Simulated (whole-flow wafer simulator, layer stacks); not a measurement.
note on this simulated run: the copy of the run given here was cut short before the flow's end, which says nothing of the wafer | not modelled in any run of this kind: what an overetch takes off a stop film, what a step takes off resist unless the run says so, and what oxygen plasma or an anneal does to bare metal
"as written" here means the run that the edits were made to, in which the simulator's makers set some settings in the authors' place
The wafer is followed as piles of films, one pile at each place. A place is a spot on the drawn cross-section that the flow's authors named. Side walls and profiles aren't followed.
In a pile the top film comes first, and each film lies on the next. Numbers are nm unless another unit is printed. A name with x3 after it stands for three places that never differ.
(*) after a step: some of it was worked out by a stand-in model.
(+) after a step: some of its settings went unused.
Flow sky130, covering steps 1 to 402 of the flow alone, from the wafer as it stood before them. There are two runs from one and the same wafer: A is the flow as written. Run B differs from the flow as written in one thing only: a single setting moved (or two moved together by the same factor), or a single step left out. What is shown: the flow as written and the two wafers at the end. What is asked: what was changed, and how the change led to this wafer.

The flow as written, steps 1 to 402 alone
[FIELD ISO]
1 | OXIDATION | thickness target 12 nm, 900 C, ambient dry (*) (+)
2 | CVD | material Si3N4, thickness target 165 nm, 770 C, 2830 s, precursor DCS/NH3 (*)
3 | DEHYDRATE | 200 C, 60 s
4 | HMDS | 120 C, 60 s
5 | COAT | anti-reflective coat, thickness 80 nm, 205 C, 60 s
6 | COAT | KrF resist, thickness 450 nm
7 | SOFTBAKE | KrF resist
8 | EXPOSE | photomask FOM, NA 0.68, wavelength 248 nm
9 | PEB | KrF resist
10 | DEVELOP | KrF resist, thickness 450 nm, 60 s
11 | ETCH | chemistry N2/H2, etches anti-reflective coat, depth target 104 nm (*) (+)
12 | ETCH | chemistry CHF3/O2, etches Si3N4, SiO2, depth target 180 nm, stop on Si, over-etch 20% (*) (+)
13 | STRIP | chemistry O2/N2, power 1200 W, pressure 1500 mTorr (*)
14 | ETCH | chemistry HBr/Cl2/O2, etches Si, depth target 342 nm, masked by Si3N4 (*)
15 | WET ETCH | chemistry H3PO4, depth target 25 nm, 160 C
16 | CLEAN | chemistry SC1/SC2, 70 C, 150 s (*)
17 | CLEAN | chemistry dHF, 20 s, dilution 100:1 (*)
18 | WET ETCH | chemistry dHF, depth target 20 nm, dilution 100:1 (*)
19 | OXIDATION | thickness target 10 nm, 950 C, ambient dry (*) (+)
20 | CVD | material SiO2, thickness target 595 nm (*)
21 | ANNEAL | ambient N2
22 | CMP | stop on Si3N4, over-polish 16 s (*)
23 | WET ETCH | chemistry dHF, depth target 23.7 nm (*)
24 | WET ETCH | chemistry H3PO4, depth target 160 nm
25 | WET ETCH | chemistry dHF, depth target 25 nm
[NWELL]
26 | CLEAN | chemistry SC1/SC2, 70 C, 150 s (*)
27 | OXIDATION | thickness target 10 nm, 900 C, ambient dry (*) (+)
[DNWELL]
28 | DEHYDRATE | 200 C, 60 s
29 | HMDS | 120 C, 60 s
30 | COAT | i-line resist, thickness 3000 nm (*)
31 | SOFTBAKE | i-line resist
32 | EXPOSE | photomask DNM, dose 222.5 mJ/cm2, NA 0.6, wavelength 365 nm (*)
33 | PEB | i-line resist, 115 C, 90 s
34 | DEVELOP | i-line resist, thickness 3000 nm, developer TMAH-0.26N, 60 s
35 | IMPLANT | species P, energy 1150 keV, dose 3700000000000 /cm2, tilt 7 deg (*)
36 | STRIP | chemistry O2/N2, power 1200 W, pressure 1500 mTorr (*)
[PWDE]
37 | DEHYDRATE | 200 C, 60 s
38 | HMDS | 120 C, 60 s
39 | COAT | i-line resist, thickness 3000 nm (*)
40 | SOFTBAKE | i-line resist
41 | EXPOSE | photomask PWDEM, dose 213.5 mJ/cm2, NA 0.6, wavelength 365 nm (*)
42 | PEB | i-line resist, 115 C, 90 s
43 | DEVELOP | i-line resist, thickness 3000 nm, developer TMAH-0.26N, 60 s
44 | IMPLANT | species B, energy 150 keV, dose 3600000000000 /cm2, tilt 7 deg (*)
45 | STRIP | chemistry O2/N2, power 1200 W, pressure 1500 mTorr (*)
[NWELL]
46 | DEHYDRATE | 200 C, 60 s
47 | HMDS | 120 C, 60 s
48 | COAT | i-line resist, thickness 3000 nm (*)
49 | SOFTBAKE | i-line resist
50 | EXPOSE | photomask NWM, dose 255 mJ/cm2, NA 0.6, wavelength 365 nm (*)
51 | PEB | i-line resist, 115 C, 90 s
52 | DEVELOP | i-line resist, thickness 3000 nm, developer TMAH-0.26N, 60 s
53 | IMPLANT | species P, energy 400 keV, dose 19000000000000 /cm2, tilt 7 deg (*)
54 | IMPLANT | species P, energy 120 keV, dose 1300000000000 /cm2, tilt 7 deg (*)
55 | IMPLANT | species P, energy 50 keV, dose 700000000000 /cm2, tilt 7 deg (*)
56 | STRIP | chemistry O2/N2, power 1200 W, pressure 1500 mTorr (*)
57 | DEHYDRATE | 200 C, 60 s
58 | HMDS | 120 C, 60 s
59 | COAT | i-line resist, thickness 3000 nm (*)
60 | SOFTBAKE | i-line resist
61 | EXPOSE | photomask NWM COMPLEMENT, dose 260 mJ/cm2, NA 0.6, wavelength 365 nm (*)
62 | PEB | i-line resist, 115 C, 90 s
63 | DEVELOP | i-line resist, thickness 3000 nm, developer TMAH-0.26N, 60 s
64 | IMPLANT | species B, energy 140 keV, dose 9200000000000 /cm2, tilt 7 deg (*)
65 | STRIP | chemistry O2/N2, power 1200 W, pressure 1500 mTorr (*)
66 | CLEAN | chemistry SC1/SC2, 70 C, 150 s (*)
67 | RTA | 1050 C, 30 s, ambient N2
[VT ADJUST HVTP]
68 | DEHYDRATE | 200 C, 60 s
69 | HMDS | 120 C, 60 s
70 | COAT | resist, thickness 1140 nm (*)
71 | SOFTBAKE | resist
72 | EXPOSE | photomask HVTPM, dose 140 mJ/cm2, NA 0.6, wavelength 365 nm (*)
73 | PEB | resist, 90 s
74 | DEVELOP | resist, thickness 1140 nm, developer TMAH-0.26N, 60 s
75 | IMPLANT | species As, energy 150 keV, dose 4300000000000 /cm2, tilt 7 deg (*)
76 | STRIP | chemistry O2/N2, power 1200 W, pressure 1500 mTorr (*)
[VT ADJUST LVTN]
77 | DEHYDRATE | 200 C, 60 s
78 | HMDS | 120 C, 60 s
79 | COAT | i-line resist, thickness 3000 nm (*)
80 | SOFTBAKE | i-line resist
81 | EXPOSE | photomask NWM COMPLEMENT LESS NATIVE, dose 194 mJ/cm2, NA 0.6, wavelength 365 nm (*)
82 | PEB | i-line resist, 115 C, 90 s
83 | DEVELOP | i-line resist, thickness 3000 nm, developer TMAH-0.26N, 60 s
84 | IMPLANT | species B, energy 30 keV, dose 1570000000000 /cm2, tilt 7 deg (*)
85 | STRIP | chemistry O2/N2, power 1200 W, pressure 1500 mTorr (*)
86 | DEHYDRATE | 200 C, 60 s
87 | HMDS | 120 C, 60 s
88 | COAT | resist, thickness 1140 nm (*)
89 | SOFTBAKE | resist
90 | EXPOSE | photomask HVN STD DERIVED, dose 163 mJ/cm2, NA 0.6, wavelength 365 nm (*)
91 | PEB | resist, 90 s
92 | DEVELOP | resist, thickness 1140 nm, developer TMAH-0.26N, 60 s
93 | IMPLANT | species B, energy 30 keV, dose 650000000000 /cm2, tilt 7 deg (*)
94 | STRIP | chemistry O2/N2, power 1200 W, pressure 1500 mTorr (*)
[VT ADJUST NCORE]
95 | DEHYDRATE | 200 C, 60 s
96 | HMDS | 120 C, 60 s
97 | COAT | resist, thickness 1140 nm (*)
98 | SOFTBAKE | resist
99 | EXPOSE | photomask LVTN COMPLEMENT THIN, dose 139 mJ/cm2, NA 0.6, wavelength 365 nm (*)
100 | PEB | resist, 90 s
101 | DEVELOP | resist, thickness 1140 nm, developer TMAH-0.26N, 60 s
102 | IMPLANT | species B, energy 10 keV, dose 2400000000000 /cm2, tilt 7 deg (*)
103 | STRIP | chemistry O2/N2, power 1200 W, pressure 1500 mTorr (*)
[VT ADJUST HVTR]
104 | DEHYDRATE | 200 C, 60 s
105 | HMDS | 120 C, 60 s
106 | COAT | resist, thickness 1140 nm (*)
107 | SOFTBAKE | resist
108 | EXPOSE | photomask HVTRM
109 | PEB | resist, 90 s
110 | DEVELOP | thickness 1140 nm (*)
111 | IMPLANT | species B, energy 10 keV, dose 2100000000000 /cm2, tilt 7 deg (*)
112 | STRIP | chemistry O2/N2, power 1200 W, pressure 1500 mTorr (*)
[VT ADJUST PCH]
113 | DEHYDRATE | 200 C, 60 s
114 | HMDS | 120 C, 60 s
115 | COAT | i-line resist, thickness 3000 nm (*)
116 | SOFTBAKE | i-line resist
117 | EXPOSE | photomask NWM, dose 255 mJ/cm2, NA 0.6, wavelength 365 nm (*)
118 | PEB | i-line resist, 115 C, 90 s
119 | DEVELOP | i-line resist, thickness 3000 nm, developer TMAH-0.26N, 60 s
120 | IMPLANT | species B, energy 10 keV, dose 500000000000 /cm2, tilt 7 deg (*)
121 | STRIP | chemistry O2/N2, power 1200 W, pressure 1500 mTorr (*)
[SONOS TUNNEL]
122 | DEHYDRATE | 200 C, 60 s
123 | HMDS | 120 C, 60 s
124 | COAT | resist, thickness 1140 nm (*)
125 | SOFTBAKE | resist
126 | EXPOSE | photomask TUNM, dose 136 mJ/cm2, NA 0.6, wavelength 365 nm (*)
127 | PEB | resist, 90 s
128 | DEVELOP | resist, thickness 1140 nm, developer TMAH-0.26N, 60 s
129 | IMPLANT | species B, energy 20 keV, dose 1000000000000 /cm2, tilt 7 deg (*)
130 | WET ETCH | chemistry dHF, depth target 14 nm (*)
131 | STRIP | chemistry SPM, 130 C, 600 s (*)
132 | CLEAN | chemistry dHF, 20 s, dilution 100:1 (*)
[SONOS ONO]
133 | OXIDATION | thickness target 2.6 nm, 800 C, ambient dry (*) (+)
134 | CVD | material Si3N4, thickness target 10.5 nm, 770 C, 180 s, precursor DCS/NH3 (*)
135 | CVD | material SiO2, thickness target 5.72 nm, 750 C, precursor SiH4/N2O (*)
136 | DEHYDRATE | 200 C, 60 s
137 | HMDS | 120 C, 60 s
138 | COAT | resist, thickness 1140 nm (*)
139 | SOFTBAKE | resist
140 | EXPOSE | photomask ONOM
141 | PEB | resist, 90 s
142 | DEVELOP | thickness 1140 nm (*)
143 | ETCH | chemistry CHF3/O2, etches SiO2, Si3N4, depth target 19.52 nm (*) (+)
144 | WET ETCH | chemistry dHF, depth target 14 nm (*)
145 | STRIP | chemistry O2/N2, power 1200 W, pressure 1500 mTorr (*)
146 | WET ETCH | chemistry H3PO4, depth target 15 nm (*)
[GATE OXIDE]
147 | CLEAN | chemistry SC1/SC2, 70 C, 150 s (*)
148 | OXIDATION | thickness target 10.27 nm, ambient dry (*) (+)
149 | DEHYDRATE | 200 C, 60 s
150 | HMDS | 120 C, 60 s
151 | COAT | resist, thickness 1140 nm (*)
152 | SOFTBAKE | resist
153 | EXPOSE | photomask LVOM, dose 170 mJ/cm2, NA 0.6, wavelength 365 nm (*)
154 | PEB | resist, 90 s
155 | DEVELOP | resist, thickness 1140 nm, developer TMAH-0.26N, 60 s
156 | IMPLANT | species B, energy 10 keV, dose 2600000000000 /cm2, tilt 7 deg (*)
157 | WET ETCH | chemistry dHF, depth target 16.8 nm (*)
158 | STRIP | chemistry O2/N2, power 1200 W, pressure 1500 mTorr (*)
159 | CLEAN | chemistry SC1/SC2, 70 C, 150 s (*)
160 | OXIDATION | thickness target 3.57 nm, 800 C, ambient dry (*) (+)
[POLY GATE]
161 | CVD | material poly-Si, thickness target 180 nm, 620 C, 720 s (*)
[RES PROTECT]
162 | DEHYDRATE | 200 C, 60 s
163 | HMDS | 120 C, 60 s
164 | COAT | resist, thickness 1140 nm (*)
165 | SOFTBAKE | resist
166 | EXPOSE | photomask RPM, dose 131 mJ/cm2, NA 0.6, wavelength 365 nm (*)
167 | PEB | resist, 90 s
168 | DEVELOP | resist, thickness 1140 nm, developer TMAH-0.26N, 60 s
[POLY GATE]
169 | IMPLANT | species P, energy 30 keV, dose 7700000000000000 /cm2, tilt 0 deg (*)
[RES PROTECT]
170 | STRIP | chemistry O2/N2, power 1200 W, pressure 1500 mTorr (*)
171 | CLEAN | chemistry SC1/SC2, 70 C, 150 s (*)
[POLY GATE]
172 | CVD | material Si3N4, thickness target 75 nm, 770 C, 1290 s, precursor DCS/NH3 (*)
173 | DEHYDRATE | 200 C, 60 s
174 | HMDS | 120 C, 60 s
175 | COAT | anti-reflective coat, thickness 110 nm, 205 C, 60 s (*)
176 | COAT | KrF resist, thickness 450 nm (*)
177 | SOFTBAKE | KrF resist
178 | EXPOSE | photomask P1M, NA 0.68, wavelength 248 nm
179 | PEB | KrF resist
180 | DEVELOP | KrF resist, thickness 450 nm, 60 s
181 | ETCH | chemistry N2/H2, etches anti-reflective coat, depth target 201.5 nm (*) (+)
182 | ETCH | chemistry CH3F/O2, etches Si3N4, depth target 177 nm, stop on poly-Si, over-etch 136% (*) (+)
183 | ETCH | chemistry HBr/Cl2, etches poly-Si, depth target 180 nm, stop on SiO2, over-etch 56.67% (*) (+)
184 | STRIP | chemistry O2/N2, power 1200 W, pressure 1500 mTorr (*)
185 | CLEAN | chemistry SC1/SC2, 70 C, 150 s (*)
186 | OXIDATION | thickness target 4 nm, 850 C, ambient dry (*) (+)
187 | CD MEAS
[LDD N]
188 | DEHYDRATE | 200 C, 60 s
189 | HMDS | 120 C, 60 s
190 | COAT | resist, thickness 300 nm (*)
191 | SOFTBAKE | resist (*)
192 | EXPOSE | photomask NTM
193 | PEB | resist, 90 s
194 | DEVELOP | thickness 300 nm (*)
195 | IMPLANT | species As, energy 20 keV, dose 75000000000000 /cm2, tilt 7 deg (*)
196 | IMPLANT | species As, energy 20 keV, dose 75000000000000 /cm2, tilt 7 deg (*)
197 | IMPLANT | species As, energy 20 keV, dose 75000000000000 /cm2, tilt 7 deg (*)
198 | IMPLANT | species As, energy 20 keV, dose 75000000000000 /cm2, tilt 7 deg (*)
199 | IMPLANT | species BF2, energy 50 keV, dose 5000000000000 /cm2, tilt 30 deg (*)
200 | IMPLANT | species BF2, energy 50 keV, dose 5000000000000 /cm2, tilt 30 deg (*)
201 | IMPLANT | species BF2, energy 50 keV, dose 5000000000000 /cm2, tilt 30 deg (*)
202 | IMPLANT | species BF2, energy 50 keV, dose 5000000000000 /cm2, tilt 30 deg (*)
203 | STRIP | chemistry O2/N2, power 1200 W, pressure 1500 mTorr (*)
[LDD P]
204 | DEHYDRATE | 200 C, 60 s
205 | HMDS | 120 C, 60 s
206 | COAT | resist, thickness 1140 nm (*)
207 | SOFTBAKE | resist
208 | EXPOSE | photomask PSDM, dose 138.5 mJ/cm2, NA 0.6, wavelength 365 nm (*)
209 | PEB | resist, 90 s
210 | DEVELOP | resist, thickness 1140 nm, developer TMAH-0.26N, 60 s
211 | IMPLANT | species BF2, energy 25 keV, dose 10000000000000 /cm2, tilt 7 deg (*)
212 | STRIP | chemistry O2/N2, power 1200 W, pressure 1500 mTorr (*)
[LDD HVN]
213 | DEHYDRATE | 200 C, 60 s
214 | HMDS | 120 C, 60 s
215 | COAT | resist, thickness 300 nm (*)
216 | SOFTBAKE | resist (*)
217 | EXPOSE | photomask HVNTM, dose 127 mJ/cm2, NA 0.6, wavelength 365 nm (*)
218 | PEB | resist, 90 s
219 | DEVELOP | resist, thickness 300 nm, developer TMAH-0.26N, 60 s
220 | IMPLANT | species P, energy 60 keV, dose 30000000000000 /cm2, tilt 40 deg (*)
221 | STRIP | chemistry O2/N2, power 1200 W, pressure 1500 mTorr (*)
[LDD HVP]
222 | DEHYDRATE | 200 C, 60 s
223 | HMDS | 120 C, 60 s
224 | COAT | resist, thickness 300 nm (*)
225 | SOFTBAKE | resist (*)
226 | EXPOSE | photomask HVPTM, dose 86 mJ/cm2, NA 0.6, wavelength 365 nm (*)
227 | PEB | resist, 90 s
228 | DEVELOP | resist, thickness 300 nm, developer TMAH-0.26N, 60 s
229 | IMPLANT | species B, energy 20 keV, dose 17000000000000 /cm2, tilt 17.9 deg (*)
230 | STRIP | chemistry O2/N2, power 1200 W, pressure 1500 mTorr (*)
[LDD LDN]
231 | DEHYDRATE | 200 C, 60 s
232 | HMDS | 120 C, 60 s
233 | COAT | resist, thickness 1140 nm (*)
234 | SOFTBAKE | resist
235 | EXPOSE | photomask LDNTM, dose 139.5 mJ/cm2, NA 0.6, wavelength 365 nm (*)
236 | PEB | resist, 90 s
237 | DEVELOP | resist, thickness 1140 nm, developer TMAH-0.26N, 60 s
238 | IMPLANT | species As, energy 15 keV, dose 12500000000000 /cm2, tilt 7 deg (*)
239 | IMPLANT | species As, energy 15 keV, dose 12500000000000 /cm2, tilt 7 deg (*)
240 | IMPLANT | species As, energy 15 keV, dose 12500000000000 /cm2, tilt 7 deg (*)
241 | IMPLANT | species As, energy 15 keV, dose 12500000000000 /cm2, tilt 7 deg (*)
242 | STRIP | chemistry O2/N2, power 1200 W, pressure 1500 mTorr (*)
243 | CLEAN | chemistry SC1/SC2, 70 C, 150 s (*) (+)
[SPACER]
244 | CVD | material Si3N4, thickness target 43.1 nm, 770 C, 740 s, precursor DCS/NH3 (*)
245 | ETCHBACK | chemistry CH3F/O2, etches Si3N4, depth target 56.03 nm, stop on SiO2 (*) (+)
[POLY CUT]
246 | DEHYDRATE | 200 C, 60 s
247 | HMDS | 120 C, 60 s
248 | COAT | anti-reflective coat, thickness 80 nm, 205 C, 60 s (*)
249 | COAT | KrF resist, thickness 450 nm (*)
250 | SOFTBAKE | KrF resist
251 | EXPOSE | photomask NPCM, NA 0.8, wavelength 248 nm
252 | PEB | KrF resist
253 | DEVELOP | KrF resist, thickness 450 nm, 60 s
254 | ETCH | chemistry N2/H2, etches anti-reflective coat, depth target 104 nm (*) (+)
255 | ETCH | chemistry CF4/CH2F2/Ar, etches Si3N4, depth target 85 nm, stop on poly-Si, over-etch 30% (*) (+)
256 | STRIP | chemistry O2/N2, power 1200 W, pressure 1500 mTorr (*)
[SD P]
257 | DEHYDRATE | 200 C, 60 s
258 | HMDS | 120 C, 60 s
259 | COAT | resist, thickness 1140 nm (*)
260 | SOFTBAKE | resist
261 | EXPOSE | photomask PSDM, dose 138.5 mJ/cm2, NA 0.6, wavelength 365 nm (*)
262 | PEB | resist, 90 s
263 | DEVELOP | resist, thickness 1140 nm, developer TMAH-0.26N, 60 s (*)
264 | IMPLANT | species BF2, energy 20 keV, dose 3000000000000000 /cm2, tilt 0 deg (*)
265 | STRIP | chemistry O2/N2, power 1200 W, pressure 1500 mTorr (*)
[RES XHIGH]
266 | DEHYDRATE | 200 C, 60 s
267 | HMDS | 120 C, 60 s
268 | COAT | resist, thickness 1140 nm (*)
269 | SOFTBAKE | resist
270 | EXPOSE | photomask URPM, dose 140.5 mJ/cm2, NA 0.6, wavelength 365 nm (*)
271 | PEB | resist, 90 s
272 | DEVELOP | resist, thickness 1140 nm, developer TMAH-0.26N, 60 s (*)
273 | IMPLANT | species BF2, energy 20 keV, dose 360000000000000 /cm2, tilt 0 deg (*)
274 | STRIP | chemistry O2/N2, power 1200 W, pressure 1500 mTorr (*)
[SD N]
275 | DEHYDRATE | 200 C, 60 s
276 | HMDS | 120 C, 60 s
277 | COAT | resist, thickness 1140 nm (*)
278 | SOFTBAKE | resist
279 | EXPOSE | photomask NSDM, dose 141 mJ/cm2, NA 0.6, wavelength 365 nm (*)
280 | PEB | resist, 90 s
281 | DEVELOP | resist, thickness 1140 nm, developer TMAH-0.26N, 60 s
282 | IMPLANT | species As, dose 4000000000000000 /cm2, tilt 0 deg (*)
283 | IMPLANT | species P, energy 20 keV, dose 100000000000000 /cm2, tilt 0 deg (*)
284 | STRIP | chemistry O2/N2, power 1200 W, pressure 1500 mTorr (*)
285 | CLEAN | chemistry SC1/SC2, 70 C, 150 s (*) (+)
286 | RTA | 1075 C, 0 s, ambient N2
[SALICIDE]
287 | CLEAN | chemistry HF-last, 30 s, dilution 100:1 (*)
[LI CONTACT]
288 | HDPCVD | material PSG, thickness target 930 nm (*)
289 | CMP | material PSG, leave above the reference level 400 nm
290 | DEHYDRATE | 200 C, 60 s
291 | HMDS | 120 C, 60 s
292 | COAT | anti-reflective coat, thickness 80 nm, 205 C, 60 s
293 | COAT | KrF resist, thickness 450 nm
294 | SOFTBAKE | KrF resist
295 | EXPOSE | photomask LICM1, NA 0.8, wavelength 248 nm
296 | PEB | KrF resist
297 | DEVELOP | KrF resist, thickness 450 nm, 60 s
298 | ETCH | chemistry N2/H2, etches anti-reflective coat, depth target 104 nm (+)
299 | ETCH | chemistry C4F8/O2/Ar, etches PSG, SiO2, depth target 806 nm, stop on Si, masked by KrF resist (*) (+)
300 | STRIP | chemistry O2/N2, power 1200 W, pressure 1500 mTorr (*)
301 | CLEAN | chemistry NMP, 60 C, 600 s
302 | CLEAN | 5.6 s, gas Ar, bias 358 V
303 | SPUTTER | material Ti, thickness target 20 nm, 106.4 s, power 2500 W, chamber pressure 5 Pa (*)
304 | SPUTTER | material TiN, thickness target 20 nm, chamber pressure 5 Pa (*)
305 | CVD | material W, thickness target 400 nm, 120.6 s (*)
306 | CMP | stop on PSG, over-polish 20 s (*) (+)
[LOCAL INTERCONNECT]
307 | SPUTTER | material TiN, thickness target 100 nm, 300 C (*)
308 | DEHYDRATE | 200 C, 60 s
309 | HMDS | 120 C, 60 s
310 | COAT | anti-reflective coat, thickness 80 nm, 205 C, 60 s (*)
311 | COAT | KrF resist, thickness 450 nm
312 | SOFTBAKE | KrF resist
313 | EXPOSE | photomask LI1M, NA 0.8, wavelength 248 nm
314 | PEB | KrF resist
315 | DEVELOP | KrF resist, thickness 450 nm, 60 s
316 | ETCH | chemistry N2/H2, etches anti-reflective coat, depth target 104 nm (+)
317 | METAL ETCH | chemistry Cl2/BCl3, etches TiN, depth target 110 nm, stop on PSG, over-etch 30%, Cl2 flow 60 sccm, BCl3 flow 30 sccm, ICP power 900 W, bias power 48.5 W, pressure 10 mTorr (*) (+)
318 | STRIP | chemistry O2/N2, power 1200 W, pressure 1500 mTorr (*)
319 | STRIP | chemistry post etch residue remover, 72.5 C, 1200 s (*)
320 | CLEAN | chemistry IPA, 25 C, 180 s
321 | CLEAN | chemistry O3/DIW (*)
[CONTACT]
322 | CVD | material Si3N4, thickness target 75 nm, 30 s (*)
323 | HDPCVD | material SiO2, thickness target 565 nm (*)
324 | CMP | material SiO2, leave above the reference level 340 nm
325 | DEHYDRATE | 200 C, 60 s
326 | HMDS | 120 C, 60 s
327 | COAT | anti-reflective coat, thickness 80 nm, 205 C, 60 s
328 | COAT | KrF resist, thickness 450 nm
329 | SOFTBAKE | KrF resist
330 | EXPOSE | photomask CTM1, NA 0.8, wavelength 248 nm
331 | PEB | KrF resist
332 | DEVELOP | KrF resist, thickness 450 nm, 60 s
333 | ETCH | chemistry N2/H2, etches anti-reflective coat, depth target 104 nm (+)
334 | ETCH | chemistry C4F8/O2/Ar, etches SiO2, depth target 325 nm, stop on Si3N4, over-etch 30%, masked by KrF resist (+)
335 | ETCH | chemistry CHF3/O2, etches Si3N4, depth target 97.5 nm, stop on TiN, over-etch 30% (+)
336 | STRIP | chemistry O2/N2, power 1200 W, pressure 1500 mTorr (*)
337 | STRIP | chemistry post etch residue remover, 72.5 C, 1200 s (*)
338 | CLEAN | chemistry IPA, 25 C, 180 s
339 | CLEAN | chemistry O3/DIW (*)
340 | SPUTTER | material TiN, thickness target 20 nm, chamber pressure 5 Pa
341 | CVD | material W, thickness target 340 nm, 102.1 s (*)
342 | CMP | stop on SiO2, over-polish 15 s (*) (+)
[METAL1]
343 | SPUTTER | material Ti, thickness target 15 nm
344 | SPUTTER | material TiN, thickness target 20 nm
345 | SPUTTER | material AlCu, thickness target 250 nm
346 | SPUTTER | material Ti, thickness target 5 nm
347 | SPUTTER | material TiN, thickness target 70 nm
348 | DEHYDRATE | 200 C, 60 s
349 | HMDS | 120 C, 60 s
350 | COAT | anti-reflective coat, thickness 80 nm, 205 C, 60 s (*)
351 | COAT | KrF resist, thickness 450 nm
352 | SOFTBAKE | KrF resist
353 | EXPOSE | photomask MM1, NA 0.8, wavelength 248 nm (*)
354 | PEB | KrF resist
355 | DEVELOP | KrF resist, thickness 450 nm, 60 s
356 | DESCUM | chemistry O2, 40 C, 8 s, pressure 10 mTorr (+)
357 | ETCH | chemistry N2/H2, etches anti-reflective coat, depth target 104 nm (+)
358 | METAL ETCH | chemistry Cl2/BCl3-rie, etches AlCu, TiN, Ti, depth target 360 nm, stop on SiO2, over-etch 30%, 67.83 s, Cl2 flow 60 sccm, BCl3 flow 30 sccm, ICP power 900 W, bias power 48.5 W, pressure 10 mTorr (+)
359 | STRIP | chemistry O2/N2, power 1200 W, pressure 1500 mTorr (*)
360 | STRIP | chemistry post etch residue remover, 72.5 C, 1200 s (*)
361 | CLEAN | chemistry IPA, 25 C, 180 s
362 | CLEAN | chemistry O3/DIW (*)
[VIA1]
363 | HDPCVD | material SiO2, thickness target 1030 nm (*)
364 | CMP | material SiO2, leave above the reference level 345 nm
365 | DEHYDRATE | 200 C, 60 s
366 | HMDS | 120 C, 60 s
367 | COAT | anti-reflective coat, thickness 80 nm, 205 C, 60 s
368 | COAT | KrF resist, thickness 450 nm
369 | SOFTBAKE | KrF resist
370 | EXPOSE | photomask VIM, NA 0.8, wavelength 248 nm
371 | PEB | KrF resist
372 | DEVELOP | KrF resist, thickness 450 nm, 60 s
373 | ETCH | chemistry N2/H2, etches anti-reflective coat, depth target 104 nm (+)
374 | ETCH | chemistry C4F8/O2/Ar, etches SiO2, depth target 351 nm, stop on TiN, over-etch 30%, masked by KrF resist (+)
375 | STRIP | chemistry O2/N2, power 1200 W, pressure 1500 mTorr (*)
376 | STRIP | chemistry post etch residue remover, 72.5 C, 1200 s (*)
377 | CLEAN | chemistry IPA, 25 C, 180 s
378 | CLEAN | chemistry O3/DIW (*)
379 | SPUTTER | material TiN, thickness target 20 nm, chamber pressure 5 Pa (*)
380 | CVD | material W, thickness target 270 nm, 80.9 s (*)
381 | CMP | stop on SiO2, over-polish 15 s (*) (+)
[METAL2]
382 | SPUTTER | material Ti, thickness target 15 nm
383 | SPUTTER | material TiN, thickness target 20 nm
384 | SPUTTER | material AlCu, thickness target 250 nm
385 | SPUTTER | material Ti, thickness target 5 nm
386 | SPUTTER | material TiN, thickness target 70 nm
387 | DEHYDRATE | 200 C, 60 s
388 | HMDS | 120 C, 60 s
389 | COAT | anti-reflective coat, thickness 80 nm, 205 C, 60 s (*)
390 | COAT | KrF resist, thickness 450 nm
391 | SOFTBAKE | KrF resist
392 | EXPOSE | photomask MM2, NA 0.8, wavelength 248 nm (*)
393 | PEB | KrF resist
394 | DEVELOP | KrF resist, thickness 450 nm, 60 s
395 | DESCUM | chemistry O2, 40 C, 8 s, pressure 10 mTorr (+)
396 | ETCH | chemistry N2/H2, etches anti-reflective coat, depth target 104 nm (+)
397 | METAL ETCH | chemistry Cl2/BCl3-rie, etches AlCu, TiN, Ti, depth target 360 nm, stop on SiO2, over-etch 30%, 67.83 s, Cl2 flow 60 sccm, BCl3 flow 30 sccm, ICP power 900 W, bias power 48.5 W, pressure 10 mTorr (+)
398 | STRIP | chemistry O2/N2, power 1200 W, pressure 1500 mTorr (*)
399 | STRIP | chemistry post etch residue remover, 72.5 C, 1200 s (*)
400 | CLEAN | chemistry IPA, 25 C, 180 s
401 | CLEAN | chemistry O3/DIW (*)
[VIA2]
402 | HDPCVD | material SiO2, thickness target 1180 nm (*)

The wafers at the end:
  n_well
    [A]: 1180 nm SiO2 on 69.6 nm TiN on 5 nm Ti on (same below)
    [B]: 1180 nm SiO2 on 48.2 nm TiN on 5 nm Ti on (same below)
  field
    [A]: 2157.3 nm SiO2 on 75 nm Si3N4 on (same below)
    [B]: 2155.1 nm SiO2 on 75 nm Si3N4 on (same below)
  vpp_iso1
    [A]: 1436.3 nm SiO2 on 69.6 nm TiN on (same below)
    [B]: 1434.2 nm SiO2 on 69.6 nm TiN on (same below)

The reason: step 386, SPUTTER: thickness target 48.6 nm was run, though the flow has thickness target 70 nm.

How this came from the change, step by step:
  386 | SPUTTER | material TiN, thickness target 70 nm
      field, active, n_well and 188 more: A +70 TiN (new film) | B +48.6 TiN (new film)
  397 | METAL ETCH | chemistry Cl2/BCl3-rie, etches AlCu, TiN, Ti, depth target 360 nm, stop on SiO2, over-etch 30%, 67.83 s, Cl2 flow 60 sccm, BCl3 flow 30 sccm, ICP power 900 W, bias power 48.5 W, pressure 10 mTorr (+)
      field, active, gate and 82 more: A -68.7 TiN (all of it), -5 Ti (all of it), -250 AlCu (all of it), -20 TiN (all of it), -15 Ti (all of it), -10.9 SiO2 | B -47.3 TiN (all of it), -5 Ti (all of it), -250 AlCu (all of it), -20 TiN (all of it), -15 Ti (all of it), -13.1 SiO2
